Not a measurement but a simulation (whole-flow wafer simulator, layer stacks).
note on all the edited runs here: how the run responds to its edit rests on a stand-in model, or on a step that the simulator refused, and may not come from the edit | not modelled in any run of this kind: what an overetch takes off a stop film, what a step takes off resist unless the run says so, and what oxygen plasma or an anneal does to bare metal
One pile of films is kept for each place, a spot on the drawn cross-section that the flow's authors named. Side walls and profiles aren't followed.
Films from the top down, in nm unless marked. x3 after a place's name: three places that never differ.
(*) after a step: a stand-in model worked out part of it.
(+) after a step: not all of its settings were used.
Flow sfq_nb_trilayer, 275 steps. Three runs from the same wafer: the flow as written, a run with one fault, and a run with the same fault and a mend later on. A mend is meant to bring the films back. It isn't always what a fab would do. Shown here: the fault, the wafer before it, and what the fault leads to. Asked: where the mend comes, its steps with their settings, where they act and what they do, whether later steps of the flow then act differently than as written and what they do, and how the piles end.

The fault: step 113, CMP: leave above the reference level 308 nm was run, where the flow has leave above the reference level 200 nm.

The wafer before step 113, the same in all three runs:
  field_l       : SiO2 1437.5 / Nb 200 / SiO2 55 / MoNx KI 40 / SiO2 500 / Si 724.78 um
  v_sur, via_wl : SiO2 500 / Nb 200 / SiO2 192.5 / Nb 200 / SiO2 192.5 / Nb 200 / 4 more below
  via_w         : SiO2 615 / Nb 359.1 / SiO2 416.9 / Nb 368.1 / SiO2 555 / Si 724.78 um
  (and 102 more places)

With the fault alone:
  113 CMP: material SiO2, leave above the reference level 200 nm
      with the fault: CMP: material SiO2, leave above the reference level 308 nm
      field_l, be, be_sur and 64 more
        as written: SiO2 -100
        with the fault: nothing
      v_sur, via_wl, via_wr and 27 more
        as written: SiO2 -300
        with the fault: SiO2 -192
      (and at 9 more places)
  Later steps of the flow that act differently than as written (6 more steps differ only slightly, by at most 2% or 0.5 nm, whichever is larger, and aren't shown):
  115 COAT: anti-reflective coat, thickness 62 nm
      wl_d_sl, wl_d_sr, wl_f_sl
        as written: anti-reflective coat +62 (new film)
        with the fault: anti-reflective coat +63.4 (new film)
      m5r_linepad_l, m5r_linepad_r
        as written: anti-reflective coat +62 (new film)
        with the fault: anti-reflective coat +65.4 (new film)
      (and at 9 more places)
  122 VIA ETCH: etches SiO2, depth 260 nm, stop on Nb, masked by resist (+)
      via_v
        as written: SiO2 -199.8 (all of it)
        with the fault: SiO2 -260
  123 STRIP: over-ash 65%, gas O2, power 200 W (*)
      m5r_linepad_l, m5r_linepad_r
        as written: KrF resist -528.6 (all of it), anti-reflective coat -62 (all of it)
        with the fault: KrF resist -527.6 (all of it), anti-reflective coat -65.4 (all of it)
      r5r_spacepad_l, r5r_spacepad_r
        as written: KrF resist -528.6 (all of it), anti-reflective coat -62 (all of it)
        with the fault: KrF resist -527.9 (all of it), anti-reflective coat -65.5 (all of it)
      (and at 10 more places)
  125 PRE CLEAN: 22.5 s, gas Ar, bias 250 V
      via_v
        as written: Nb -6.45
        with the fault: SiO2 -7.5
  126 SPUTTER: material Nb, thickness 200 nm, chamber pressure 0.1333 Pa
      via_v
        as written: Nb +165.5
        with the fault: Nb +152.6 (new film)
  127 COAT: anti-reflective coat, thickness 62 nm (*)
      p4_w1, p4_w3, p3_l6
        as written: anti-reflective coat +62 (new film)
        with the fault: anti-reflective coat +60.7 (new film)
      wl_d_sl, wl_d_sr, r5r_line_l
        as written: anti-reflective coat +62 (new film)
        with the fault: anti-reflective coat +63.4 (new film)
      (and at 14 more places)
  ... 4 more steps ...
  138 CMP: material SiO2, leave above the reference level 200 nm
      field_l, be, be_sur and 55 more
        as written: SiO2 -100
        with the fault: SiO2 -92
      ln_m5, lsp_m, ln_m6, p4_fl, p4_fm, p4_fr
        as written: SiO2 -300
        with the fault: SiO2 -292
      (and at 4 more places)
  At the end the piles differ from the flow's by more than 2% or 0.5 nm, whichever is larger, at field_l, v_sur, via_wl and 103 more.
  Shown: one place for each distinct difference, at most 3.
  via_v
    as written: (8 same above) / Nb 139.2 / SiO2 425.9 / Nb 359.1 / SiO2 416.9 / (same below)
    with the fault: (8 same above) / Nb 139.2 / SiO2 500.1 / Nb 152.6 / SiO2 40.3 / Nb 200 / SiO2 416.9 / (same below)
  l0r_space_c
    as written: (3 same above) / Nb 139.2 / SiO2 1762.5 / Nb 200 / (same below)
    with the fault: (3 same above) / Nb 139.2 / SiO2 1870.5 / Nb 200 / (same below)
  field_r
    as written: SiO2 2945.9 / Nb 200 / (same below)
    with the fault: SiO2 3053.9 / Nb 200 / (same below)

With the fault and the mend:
  The mend comes after step 120.
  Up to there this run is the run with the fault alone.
  120a STRIP: over-ash 65%, gas O2, power 200 W (*)
      r_sur, res, r_end and 6 more
        KrF resist -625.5 (all of it), anti-reflective coat -62.1 (all of it)
      m0r_line_l, m0r_line_r, r5r_space_c, m6r_line_l, m6r_line_r, m7r_line_l, m7r_line_r
        KrF resist -626.5 (all of it), anti-reflective coat -62.2 (all of it)
      p3_s1, p3_l2, p3_s2, p3_l3, p3_s3, p3_l4
        KrF resist -624.6 (all of it), anti-reflective coat -61.9 (all of it)
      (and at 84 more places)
  120b CMP: material SiO2, leave above the reference level 200 nm (the flow's step 113 once more)
      field_l, be, be_sur and 64 more
        SiO2 -100
      v_sur, via_wl, via_w and 36 more
        SiO2 -108
  120c COAT: anti-reflective coat, thickness 62 nm (the flow's step 115 once more)
      field_l, v_sur, via_wl and 103 more
        anti-reflective coat +62 (new film)
  120d COAT: KrF resist, thickness 650 nm (the flow's step 116 once more)
      field_l, v_sur, via_wl and 103 more
        KrF resist +650 (new film)
  120e SOFTBAKE: KrF resist (the flow's step 117 once more)
      changes no film at any place that is followed
  120f EXPOSE: photomask I3, dose 11.91 mJ/cm2, NA 0.6, wavelength 248 nm (*) (the flow's step 118 once more)
      changes no film at any place that is followed
  120g PEB: KrF resist, 90 s (the flow's step 119 once more)
      field_l, v_sur, via_wl and 103 more
        KrF resist -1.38
  120h DEVELOP: KrF resist, thickness 650 nm, 60 s (the flow's step 120 once more)
      field_l, v_sur, via_wl and 102 more
        KrF resist -23.5
      via_v
        KrF resist -648.6 (all of it)
  No later step of the flow acts differently than as written at any place that is followed.
  At the end the piles are the same as the flow's at every place that both follow.
